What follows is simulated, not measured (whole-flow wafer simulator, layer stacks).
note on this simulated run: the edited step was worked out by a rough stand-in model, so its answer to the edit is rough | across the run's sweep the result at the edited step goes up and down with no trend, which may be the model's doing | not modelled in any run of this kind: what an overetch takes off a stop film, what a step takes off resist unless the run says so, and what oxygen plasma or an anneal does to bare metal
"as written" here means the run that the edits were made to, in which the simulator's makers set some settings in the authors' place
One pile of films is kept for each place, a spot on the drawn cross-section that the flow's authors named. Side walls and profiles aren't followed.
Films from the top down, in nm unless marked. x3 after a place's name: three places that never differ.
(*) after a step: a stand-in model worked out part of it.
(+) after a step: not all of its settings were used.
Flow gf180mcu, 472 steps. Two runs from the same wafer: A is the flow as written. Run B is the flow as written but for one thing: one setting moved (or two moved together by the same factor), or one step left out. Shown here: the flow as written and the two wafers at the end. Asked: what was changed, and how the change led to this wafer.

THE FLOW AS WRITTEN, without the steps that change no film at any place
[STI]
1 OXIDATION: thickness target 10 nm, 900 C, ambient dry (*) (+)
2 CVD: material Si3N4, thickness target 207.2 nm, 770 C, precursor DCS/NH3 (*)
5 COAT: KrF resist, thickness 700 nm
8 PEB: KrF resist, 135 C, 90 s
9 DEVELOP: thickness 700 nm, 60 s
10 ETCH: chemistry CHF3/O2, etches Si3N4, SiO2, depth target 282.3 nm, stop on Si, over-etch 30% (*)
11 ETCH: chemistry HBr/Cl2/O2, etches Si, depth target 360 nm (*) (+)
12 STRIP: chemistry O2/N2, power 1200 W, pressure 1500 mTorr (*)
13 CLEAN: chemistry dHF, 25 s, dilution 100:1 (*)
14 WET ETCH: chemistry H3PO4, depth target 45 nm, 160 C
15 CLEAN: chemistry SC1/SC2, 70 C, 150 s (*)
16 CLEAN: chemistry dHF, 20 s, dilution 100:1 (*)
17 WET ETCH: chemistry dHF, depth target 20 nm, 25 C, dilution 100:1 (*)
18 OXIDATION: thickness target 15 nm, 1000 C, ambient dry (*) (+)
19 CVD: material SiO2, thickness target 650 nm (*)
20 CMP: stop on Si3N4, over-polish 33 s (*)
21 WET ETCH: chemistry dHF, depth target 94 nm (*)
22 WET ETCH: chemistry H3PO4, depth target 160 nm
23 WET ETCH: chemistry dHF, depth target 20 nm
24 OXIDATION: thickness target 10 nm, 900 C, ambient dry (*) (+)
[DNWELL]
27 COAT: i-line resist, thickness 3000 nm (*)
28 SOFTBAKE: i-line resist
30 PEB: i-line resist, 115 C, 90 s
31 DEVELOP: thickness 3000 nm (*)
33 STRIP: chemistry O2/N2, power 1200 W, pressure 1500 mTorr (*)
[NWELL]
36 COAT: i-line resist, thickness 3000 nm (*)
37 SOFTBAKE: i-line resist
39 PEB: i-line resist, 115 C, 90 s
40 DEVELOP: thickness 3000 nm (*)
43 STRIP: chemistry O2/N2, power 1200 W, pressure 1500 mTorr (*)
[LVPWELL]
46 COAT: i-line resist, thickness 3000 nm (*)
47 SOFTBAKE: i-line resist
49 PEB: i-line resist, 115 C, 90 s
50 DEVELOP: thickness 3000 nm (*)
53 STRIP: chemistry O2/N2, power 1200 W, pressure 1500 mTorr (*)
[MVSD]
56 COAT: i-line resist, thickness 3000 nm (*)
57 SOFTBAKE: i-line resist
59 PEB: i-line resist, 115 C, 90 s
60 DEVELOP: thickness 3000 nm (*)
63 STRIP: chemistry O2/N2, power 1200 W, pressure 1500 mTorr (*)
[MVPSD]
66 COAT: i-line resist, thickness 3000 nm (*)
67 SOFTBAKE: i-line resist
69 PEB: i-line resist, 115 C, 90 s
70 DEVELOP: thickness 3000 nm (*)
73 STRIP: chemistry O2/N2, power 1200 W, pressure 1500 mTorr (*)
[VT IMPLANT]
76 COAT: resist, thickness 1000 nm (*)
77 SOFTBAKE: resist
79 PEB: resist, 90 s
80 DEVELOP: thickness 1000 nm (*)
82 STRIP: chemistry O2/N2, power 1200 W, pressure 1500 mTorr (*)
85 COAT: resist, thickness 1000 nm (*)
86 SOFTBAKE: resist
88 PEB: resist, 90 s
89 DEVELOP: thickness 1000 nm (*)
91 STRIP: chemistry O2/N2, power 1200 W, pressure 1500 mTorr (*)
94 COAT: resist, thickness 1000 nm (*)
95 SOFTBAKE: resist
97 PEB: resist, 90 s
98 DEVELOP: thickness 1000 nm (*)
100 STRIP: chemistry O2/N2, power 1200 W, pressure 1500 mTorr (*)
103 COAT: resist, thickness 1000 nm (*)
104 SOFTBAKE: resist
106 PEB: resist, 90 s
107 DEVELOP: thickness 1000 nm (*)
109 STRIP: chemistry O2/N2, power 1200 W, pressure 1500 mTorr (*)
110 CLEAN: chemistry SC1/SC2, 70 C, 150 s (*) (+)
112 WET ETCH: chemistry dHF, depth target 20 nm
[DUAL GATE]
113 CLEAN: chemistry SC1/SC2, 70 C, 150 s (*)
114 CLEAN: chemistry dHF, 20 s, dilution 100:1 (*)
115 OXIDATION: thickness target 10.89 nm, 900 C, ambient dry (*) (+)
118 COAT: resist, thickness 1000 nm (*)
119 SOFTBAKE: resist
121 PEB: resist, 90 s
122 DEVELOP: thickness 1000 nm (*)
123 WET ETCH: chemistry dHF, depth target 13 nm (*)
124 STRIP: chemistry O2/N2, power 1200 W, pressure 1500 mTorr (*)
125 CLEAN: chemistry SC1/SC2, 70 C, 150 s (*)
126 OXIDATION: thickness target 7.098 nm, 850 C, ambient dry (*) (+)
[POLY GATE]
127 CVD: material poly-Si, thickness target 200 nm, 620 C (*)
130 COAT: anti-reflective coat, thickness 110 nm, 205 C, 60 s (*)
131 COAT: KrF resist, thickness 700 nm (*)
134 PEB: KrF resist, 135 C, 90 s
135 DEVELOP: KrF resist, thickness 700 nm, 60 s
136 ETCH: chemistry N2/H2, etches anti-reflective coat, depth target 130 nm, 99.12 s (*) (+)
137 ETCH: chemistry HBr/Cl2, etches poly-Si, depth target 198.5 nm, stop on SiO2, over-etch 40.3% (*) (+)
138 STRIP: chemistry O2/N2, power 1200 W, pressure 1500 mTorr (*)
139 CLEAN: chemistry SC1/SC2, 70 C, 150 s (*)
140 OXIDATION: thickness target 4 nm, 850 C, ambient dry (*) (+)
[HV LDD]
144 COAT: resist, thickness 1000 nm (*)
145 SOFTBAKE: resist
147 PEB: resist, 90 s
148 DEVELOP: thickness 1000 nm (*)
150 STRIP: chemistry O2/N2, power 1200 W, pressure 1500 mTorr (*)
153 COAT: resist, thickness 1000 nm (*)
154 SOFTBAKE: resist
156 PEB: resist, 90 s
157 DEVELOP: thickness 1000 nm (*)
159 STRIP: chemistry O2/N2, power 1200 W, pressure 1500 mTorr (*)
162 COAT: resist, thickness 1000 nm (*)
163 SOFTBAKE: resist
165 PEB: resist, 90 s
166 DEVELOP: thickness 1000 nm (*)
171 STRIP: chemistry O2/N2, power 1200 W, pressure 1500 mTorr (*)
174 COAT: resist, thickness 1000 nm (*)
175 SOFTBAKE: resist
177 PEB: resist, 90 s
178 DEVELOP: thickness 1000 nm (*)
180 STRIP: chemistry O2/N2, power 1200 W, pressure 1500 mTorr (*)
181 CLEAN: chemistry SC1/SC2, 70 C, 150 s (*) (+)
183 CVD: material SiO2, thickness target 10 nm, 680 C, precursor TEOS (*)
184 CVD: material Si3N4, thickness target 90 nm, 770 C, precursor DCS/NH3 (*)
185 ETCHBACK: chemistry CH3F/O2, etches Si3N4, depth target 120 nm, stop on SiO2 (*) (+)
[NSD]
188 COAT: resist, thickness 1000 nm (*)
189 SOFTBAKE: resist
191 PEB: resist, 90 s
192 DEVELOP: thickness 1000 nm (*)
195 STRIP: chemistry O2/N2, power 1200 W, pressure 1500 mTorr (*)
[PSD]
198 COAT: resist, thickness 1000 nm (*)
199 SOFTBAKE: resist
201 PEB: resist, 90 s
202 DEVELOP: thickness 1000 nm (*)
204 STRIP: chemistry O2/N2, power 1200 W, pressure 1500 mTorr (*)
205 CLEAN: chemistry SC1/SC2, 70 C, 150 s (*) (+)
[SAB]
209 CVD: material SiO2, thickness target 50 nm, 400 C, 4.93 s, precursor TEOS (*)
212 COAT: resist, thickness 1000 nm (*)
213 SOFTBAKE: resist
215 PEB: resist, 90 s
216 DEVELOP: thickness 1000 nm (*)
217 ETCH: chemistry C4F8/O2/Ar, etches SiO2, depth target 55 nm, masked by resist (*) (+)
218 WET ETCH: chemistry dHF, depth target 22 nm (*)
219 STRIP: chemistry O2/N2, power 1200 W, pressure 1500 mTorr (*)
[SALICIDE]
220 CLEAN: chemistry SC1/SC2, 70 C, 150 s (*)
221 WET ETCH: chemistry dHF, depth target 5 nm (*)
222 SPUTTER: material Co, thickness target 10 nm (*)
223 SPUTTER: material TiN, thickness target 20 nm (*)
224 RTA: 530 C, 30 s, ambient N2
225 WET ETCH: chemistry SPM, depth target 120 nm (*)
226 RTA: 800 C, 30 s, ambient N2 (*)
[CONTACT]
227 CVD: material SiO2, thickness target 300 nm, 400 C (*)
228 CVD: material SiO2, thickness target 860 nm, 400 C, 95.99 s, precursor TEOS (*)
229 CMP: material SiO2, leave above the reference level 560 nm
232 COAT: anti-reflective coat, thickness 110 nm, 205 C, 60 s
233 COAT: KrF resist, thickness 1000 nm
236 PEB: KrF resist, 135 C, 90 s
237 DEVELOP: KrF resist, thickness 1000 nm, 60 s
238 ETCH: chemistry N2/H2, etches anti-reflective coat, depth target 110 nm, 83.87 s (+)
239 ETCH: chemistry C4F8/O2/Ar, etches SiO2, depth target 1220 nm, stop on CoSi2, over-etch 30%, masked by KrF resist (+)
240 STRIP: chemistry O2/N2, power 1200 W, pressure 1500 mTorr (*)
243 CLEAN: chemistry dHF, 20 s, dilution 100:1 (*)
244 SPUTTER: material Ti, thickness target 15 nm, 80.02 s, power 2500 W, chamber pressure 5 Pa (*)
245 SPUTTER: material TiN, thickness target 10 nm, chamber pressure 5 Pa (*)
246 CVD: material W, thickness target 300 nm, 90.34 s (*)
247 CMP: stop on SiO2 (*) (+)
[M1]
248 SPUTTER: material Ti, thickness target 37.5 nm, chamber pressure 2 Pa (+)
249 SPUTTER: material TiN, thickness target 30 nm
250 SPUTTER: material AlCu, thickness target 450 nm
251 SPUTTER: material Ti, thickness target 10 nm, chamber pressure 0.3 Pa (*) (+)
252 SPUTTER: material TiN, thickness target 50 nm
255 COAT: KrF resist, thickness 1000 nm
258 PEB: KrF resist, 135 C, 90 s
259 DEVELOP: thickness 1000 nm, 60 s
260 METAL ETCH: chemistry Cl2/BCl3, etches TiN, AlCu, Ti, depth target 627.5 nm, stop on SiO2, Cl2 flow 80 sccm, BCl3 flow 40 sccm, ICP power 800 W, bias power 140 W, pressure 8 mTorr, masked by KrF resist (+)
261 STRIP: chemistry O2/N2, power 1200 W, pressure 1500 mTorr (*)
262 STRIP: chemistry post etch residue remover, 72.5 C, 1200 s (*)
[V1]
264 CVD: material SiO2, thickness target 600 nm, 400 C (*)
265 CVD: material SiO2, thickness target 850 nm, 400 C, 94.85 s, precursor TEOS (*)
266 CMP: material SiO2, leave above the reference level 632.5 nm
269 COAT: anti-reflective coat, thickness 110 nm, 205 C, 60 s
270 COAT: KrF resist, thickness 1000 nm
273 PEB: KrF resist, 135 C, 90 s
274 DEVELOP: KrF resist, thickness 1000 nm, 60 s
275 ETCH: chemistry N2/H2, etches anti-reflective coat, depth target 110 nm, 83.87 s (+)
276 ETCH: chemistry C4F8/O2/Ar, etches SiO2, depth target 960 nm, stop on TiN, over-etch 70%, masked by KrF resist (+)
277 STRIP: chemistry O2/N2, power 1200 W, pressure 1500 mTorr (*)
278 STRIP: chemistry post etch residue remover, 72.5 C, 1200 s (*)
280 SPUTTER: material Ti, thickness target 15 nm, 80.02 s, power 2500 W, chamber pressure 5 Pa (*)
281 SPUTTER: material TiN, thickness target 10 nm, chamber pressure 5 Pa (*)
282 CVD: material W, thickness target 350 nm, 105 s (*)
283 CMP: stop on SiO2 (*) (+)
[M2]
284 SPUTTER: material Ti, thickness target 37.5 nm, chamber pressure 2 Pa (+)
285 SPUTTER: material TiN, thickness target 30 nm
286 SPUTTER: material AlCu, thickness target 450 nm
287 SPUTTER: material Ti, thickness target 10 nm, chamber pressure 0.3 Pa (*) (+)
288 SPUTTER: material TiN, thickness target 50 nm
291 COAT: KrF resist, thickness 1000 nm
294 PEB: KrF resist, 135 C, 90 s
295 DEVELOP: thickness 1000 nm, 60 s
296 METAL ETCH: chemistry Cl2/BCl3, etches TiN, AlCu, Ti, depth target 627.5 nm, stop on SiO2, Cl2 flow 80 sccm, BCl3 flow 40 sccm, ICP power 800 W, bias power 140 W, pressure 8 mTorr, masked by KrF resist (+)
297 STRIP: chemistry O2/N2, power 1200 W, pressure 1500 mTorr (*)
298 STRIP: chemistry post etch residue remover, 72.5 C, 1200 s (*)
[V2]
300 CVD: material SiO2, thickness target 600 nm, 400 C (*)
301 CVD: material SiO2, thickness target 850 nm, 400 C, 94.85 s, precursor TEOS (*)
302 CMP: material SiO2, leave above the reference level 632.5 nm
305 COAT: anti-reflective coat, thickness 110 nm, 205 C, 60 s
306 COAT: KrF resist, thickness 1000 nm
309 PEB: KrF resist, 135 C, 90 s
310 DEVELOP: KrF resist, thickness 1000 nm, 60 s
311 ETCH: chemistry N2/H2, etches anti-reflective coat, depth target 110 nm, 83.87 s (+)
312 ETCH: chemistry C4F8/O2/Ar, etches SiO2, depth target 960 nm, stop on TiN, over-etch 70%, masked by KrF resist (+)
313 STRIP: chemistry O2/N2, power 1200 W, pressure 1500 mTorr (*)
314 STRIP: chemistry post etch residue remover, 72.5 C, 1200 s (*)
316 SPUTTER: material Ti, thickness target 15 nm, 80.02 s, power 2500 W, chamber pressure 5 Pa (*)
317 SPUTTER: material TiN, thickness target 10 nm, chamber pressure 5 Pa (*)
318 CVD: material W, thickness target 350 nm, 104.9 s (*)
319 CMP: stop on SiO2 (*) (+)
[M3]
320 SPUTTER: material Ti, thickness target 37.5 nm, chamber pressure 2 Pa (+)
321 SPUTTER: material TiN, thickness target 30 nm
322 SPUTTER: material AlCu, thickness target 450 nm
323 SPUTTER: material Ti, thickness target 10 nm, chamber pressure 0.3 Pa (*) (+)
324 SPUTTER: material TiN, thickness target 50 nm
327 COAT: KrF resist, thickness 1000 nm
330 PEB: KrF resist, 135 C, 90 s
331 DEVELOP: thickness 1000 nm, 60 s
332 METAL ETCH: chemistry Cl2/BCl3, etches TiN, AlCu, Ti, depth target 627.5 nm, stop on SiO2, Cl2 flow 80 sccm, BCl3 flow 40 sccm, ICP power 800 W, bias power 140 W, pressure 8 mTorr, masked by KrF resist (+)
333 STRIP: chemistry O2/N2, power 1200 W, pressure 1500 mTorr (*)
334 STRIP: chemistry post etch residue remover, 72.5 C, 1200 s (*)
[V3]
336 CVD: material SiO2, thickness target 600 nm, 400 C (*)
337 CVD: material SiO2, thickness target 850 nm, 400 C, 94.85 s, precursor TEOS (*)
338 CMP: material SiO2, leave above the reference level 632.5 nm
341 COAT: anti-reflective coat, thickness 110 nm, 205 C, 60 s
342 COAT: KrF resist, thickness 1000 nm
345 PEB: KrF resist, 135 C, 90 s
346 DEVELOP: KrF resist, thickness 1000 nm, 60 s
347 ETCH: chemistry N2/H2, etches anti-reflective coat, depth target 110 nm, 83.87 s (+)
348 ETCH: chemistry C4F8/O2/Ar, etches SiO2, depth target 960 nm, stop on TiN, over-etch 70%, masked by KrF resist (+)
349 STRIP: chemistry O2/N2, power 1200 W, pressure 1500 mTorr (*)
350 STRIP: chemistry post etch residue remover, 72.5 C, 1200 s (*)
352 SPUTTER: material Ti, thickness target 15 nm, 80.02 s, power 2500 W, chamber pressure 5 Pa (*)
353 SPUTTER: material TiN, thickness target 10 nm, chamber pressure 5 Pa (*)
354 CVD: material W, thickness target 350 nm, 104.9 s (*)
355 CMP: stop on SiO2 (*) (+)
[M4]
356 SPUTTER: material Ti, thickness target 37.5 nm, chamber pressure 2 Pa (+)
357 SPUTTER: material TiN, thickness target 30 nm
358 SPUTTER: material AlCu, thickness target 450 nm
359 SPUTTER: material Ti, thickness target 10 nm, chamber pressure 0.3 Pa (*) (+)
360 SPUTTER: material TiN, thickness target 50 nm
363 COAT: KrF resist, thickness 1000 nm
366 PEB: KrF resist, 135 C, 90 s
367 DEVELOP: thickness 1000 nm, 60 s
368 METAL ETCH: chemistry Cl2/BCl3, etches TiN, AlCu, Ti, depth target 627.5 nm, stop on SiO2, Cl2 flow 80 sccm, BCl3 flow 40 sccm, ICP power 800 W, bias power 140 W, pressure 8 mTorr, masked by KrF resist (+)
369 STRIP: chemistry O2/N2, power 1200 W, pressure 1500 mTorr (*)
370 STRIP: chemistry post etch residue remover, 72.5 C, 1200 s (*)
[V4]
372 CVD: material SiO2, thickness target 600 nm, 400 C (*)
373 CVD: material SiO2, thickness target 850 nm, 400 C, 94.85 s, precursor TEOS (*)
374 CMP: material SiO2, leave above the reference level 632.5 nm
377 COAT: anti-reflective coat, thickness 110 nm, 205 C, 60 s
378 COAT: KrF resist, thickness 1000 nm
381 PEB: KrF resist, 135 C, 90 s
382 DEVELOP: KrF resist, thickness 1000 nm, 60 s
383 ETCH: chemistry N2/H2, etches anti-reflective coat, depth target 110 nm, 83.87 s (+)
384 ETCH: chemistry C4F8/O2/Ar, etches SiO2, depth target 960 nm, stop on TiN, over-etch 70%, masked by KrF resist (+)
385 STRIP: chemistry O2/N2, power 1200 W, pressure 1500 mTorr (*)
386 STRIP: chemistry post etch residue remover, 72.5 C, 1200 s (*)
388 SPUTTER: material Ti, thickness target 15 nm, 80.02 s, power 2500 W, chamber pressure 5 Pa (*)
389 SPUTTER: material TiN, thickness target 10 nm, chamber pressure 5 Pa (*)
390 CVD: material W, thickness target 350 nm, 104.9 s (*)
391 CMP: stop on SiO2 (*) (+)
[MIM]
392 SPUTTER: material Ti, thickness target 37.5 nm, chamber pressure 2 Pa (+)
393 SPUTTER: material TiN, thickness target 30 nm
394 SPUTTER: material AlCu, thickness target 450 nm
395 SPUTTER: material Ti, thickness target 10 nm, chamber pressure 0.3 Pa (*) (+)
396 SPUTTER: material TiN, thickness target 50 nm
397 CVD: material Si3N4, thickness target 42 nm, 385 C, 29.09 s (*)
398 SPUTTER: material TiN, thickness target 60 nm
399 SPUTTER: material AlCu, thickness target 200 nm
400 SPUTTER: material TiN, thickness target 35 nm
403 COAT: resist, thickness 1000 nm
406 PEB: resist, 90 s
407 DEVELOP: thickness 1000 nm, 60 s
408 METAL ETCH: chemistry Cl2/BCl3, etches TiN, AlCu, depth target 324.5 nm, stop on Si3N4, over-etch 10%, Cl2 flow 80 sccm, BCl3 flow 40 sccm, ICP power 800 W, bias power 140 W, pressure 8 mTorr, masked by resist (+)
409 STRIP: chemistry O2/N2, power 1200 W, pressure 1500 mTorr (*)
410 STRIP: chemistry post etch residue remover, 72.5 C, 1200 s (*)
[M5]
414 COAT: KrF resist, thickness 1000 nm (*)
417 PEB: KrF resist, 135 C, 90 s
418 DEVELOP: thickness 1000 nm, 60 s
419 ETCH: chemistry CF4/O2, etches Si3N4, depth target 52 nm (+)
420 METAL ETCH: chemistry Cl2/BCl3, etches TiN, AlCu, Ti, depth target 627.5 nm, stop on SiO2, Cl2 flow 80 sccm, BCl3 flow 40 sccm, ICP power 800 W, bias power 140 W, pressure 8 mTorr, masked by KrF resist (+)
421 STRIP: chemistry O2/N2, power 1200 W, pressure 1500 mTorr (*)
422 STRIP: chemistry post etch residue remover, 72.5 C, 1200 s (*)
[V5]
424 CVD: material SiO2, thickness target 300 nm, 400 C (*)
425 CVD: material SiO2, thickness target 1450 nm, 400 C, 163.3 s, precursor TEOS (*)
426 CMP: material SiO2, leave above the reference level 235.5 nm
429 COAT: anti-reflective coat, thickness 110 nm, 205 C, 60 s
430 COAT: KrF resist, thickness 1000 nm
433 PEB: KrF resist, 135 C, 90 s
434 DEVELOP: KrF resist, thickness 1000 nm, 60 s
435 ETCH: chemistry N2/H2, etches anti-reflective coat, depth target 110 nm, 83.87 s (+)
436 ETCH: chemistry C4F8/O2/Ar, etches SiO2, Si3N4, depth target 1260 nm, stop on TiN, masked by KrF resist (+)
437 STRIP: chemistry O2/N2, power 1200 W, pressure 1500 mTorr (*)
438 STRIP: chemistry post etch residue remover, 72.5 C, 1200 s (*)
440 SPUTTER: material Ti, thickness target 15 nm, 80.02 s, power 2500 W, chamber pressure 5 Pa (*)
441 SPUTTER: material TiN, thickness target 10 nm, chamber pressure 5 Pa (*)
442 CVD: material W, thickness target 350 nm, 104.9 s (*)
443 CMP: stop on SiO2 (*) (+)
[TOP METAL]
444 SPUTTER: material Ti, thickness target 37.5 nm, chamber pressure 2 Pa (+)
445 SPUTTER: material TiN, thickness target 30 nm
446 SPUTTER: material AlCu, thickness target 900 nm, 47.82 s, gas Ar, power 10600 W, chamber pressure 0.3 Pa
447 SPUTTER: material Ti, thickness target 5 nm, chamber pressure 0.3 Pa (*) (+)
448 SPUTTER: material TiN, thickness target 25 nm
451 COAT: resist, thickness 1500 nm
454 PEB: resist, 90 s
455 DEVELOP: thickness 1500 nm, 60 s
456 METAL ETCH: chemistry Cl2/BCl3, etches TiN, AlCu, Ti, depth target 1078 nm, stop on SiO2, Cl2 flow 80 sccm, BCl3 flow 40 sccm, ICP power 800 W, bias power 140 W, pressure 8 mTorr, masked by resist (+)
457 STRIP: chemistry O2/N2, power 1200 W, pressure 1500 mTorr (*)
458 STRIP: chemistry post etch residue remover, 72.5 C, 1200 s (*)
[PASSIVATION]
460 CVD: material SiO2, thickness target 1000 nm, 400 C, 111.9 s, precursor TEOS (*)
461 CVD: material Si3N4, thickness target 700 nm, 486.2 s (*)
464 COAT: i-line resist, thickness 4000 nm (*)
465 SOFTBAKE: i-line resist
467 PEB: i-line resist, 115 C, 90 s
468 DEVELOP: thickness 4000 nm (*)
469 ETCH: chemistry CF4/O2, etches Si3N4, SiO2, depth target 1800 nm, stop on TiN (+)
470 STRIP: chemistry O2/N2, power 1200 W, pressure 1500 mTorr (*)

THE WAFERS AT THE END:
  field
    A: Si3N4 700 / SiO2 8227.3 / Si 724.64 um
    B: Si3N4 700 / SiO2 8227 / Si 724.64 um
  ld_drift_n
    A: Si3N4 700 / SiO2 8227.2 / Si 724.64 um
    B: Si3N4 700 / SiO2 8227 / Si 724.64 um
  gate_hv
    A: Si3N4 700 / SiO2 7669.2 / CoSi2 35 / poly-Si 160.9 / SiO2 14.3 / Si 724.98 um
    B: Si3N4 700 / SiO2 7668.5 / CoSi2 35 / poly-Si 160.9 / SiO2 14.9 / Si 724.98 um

The cause: step 126, OXIDATION: thickness target 7.808 nm was run, where the flow has thickness target 7.098 nm.

How the change led to this, step by step:
  126 OXIDATION: thickness target 7.098 nm, 850 C, ambient dry (*) (+)
      gate_hv, active_hv, active_nat and 25 more: A SiO2 +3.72, Si -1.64 | B SiO2 +4.32, Si -1.9
      active, n_well, p_well and 12 more: A SiO2 +7.1 (new film), chemical SiO2 -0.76 (all of it), Si -2.79 | B SiO2 +7.81 (new film), chemical SiO2 -0.76 (all of it), Si -3.1
  189 SOFTBAKE: resist
      nw_enc_fld_lv__w3: A resist +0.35 | B resist -0.5
  199 SOFTBAKE: resist
      nw_enc_fld_lv__w3: A resist +0.35 | B resist -0.5
  218 WET ETCH: chemistry dHF, depth target 22 nm (*)
      active, p_well, sd_n, iso_ptap_pw, iso_ntap_nw, iso_ptap_sub, vpnp_e: A SiO2 -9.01 (all of it) | B SiO2 -9.67 (all of it)
      sd_p, contact: A SiO2 -8.12 (all of it) | B SiO2 -8.78 (all of it)
      (and at 7 more places)
